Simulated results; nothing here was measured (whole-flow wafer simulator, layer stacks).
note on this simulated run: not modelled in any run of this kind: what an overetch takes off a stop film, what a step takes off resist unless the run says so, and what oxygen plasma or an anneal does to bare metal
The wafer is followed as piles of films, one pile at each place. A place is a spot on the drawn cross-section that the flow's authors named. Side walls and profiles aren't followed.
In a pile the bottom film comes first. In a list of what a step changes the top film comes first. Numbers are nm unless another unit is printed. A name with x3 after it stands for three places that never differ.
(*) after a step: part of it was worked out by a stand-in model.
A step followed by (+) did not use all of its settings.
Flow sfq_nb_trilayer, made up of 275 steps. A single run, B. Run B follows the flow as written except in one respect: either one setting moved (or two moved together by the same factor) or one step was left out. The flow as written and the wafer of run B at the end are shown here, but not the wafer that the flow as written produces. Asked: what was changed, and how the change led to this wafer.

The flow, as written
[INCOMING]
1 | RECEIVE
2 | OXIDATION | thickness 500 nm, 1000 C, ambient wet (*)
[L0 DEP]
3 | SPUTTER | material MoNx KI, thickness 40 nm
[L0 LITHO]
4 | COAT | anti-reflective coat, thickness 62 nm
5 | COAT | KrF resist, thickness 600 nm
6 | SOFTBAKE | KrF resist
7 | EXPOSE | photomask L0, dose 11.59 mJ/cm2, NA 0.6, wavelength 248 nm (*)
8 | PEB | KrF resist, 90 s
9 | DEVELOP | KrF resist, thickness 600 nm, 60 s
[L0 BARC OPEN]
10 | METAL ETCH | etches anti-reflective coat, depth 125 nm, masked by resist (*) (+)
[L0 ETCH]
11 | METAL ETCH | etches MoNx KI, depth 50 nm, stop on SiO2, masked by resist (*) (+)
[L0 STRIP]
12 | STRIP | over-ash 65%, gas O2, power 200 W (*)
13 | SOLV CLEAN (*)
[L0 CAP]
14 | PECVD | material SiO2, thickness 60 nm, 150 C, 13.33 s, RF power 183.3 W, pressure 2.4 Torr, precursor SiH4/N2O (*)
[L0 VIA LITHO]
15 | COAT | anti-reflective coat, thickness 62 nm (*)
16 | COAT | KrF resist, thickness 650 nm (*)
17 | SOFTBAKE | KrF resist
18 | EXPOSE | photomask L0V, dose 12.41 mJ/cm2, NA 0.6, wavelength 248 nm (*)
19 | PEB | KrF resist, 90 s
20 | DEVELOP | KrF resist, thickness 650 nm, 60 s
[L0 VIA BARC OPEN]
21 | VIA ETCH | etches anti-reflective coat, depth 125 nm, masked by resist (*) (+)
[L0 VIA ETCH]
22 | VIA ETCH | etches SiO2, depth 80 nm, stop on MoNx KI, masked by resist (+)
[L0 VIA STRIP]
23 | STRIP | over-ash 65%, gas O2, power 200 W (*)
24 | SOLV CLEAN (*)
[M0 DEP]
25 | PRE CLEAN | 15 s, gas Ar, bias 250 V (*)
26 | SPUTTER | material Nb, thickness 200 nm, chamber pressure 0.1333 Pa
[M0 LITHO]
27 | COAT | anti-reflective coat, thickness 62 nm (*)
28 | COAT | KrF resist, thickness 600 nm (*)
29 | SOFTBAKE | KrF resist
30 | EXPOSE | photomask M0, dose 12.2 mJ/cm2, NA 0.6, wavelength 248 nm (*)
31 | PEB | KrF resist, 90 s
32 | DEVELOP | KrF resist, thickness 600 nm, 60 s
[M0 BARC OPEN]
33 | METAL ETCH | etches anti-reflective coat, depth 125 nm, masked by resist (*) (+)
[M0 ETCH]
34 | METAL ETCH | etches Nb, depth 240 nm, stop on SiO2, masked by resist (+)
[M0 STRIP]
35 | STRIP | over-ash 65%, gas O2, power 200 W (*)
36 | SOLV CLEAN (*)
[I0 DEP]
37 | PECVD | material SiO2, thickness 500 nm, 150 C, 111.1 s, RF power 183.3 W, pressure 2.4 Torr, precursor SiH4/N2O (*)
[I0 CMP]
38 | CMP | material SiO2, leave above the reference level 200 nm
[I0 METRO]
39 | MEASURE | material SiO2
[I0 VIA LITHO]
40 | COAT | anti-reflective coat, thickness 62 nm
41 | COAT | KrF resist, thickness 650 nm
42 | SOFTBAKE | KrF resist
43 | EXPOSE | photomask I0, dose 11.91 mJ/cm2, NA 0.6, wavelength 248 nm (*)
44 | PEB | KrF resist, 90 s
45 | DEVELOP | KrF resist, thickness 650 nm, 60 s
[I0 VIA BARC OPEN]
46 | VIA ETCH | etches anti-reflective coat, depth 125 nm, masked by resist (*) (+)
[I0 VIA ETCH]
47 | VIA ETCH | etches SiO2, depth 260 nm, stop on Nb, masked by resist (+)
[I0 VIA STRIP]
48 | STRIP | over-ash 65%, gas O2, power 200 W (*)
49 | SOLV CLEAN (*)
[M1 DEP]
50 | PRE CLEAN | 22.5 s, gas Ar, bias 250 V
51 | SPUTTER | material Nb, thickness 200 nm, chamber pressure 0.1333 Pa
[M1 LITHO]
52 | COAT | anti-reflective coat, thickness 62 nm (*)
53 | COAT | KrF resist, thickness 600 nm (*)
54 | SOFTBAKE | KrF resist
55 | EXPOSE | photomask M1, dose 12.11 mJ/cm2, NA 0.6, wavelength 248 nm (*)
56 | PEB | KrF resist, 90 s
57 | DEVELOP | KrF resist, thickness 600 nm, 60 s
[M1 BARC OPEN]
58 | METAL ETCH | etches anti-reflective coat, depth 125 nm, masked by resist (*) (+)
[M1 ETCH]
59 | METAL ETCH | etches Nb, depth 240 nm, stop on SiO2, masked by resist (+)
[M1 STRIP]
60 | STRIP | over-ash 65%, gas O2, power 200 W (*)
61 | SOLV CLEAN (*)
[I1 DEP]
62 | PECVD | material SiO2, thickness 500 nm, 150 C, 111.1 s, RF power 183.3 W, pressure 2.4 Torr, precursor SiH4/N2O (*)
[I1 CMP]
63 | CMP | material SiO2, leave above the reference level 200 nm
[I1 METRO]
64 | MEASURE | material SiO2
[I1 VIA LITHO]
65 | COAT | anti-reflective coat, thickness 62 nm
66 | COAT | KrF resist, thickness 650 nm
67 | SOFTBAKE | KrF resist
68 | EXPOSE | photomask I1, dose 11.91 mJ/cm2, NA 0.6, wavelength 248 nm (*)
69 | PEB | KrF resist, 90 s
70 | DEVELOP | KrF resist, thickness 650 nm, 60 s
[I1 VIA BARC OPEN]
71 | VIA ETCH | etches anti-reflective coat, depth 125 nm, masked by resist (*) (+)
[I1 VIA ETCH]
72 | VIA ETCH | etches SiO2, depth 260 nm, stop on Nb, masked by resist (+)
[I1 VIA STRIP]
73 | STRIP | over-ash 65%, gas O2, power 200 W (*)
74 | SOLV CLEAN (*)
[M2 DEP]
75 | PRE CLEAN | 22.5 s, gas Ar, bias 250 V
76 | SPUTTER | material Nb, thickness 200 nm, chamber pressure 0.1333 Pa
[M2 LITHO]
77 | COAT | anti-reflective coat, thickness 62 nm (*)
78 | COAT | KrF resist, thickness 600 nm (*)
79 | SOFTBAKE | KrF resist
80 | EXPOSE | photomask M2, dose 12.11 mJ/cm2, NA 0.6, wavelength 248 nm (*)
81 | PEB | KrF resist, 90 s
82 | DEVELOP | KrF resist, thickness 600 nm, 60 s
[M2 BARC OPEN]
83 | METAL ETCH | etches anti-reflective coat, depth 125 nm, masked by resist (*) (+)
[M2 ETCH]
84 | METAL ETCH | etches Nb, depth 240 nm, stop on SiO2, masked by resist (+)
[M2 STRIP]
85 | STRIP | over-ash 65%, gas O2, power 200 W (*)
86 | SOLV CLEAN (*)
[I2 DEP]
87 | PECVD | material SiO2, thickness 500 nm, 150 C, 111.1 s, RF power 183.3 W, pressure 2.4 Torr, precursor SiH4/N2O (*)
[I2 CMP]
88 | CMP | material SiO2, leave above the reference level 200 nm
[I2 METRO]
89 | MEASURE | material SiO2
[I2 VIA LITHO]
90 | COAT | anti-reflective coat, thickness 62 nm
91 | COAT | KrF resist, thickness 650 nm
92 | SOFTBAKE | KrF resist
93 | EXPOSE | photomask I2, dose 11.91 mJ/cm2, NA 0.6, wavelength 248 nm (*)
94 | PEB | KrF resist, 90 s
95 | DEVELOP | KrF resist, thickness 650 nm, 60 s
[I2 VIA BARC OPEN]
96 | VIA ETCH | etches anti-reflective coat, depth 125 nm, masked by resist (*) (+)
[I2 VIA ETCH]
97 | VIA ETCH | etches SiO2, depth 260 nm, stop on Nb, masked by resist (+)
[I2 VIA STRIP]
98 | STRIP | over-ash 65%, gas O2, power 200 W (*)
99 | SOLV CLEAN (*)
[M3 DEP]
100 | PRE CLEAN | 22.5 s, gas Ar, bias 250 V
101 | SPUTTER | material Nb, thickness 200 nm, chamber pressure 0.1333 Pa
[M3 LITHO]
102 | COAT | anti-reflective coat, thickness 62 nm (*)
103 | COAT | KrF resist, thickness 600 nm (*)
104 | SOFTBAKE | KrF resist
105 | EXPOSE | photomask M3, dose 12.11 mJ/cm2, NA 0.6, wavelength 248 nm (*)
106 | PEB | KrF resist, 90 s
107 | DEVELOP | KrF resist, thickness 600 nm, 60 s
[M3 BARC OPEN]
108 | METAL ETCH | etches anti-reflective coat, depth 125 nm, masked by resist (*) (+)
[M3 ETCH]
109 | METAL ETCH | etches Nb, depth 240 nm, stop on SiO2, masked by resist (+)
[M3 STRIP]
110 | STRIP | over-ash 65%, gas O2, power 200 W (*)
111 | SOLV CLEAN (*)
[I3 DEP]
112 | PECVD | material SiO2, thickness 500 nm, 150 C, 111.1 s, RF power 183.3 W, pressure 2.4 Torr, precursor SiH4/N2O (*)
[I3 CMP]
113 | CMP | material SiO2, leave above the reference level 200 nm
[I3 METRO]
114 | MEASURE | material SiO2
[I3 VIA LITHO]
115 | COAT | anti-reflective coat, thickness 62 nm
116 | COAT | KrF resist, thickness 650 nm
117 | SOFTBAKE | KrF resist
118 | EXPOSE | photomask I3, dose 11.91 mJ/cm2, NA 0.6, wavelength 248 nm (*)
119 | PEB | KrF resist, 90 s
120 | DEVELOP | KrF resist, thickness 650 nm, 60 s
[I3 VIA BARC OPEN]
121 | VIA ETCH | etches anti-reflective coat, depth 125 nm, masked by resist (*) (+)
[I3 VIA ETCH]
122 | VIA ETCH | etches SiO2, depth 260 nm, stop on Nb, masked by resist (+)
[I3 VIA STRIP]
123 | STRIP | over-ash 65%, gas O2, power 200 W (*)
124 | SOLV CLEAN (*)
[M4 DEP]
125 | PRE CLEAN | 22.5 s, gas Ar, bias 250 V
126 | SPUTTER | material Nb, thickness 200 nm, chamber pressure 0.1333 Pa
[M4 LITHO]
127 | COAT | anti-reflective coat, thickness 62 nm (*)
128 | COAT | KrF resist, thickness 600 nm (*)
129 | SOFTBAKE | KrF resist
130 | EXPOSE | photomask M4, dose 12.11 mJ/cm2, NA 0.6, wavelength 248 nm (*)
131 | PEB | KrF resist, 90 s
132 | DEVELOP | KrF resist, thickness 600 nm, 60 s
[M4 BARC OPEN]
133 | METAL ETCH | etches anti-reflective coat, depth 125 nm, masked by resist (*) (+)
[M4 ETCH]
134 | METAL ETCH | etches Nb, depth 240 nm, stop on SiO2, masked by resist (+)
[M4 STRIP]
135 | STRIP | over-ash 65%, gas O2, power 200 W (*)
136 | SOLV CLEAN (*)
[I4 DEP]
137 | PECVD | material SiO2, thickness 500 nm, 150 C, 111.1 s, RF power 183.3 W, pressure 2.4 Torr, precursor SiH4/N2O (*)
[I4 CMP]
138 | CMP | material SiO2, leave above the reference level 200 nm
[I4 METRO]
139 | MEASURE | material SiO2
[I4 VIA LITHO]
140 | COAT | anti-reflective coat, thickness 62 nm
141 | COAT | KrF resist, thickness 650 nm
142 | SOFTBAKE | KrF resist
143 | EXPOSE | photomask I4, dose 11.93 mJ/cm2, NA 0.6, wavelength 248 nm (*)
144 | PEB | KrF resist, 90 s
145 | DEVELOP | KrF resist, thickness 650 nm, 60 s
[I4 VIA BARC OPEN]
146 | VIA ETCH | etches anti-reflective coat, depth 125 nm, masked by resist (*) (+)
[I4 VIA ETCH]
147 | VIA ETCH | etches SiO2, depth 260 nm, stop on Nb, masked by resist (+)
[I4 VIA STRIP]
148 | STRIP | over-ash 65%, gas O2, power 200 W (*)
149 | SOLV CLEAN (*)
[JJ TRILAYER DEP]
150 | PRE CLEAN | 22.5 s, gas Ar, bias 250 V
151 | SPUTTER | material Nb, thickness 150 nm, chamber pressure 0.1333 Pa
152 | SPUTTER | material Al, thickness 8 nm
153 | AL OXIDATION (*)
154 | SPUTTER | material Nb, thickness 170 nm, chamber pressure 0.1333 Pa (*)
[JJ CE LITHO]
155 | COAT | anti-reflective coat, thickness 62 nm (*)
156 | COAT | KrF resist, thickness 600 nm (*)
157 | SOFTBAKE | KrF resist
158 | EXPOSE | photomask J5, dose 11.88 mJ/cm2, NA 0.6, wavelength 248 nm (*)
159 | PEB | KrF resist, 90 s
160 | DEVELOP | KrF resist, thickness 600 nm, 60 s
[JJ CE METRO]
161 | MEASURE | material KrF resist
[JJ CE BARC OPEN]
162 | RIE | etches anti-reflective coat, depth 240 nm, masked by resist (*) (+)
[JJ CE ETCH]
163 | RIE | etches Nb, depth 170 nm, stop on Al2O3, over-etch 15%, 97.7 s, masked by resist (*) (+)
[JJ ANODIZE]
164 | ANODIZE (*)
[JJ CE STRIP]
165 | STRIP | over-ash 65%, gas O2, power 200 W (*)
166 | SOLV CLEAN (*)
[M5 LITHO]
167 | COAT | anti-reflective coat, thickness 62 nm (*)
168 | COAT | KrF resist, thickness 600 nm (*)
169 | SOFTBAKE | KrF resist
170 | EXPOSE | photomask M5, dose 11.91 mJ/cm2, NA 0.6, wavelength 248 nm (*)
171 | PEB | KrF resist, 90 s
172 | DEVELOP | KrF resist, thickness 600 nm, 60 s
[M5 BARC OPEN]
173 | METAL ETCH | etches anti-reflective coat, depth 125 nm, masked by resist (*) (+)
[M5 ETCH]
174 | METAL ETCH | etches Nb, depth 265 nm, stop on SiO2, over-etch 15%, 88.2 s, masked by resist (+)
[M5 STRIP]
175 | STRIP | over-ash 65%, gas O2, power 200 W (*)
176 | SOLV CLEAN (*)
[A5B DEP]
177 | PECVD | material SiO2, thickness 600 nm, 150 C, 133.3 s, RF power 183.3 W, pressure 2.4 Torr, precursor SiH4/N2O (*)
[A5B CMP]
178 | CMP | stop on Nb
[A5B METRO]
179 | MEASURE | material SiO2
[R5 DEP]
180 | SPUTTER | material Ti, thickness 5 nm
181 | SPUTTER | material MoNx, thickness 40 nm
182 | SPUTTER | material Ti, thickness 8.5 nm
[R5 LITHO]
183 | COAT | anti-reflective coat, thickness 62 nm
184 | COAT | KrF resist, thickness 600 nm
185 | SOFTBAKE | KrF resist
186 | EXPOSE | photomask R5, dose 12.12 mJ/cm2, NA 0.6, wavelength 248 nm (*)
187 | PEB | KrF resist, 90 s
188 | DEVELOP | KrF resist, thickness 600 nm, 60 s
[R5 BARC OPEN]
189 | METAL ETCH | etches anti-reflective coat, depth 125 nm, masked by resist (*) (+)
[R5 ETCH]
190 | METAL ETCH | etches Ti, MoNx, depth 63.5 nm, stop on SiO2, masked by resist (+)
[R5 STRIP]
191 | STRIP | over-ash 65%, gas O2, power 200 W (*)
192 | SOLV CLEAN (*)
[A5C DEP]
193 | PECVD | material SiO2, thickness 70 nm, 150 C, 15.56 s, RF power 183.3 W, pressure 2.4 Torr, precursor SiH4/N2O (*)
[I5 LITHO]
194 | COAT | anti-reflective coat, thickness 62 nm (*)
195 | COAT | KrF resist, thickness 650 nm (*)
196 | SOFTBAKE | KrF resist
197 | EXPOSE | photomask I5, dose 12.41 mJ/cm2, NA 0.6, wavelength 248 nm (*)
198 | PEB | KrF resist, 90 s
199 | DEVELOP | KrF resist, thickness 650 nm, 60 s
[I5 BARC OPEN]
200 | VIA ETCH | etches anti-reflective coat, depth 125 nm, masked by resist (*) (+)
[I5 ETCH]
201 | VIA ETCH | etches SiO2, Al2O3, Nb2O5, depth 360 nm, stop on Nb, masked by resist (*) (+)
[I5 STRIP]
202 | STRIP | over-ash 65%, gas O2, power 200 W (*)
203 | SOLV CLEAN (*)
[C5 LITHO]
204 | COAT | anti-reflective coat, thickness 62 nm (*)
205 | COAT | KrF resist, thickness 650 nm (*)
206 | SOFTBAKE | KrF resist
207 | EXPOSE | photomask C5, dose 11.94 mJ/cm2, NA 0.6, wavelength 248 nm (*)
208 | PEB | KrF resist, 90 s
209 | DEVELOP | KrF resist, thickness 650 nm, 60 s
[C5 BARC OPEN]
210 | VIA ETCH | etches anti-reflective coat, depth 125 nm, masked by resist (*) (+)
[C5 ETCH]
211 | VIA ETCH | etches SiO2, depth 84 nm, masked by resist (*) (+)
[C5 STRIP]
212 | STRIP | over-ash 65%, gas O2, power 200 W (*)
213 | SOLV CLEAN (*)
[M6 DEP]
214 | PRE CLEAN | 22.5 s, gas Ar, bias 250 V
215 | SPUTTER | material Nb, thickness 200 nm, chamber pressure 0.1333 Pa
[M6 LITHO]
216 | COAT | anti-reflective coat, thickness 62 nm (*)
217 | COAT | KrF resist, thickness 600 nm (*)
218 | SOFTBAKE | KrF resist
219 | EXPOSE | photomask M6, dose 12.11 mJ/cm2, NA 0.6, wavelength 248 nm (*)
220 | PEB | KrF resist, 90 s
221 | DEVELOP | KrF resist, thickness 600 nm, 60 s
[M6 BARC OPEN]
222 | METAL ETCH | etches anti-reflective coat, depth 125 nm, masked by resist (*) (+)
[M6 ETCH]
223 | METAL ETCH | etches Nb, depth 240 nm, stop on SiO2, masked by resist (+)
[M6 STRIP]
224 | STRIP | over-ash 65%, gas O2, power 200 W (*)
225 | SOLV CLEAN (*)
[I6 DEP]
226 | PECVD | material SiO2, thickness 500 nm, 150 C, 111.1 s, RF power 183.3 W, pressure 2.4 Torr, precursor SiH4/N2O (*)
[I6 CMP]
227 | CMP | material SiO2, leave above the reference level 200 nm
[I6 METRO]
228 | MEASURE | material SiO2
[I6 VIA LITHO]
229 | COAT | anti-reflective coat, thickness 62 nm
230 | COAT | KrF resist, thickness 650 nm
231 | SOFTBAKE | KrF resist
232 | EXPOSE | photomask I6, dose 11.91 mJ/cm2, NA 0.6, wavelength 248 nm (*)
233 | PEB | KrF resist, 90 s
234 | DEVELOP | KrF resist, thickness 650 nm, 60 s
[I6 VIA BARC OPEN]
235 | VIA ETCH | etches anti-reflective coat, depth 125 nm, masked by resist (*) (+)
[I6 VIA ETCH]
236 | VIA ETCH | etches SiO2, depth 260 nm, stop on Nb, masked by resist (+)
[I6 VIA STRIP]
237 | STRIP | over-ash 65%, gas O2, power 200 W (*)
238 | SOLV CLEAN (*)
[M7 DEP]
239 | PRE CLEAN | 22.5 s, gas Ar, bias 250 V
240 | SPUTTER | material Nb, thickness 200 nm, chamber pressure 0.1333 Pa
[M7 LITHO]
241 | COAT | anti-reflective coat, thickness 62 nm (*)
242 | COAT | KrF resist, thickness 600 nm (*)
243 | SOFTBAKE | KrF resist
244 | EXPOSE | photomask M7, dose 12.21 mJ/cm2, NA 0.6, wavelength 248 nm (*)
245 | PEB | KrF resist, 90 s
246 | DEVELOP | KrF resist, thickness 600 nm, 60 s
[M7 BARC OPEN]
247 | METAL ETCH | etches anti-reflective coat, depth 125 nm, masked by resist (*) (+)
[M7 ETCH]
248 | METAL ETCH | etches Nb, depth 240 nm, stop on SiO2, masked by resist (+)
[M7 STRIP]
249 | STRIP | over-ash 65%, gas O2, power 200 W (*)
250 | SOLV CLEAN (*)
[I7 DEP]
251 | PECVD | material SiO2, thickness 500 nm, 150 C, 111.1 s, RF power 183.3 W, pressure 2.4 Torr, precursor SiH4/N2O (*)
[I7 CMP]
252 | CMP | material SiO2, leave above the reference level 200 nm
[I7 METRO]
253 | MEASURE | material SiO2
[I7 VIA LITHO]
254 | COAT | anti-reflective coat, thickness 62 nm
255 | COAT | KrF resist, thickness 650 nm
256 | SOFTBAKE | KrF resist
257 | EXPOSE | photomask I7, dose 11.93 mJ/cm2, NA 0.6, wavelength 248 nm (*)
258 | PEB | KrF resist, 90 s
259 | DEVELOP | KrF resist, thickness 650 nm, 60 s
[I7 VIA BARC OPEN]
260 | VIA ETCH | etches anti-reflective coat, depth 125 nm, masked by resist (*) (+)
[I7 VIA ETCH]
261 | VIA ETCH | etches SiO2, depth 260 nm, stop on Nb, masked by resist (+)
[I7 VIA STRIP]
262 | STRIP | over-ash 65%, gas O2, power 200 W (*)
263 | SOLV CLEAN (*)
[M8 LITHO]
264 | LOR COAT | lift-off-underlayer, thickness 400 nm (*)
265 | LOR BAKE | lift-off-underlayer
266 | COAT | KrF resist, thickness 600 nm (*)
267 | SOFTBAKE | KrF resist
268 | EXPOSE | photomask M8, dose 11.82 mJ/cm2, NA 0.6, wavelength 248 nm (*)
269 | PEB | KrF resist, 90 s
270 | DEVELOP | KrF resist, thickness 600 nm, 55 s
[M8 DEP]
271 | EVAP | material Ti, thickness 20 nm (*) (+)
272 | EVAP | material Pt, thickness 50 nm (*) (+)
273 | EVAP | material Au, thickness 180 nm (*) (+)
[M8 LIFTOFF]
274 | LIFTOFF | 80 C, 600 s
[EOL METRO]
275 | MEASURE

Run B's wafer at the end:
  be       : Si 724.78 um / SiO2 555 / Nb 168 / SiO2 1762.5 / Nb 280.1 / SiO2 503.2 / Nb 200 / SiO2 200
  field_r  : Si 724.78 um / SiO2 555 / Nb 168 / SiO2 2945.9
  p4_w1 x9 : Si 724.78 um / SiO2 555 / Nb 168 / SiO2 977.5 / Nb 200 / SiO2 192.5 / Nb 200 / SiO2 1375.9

The reason: step 26, SPUTTER: thickness 168 nm was run, though the flow has thickness 200 nm.
The wafer lets one read it off: be has Nb 168, and step 26 as written asks for 200 nm.

Step by step, how the change led to this:
  26 | SPUTTER | material Nb, thickness 200 nm, chamber pressure 0.1333 Pa
      field_l, v_sur, via_wl and 102 more: +168 Nb (new film) (in the flow as written it would be: +200 Nb (new film))
      l0v: +163.7 Nb (new film) (in the flow as written it would be: +195.7 Nb (new film))
  34 | METAL ETCH | etches Nb, depth 240 nm, stop on SiO2, masked by resist (+)
      moat, m0r_space_l, m0r_space_r: -168 Nb (all of it) (in the flow as written it would be: -200 Nb (all of it))
  37 | PECVD | material SiO2, thickness 500 nm, 150 C, 111.1 s, RF power 183.3 W, pressure 2.4 Torr, precursor SiH4/N2O (*)
      moat, m0r_space_l, m0r_space_r: +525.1 SiO2 (in the flow as written it would be: +557.1 SiO2)
